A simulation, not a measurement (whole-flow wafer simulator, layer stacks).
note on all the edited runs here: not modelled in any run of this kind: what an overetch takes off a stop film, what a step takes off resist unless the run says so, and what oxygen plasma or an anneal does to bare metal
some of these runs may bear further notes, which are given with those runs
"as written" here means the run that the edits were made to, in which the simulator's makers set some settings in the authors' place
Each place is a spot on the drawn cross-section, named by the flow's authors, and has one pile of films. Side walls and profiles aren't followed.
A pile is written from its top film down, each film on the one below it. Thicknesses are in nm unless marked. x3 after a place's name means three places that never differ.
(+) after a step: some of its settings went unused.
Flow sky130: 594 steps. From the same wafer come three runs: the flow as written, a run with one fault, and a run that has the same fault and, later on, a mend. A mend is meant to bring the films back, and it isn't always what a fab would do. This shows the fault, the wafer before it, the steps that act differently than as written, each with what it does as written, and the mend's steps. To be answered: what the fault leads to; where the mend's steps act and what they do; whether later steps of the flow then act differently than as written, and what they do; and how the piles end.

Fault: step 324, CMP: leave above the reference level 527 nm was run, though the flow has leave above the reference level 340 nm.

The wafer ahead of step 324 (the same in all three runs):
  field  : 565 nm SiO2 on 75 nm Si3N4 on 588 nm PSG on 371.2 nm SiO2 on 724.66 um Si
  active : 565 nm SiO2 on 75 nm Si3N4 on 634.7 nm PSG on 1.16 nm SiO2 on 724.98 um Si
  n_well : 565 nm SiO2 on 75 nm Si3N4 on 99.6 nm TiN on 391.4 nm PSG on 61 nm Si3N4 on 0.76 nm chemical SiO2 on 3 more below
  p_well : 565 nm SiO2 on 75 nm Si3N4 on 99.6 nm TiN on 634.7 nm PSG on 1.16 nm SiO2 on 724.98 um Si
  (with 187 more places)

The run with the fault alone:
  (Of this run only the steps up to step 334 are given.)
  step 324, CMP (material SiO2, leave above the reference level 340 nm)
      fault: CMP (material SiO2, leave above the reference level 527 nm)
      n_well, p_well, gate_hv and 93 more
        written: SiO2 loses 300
        fault: SiO2 loses 113
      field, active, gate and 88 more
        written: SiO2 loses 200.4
        fault: SiO2 loses 13.4
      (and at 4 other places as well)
  Steps further on in the flow that do not act as written:
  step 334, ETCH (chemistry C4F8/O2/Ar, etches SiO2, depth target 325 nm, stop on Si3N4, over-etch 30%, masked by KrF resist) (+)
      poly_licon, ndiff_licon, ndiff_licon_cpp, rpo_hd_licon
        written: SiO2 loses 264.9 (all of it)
        fault: SiO2 loses 325
  Once step 334 is done, the piles at field, active, n_well and 188 more depart from the flow's by more than 2% or 0.5 nm, whichever is larger.
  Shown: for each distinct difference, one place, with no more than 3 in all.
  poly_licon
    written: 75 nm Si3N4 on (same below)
    fault: 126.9 nm SiO2 on 75 nm Si3N4 on (same below)
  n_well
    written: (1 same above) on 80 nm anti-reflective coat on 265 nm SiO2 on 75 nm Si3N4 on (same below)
    fault: (1 same above) on 80 nm anti-reflective coat on 452 nm SiO2 on 75 nm Si3N4 on (same below)
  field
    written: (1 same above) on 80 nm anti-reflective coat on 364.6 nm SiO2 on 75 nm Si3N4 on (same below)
    fault: (1 same above) on 80 nm anti-reflective coat on 551.6 nm SiO2 on 75 nm Si3N4 on (same below)

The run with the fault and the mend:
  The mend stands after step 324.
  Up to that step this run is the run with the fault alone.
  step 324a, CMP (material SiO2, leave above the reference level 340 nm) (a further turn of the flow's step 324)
      field, active, n_well and 188 more
        SiO2 loses 187
  Later steps of the flow that are run all act as written at every place that is followed.
  The piles end the same as the flow's at every place that both follow.
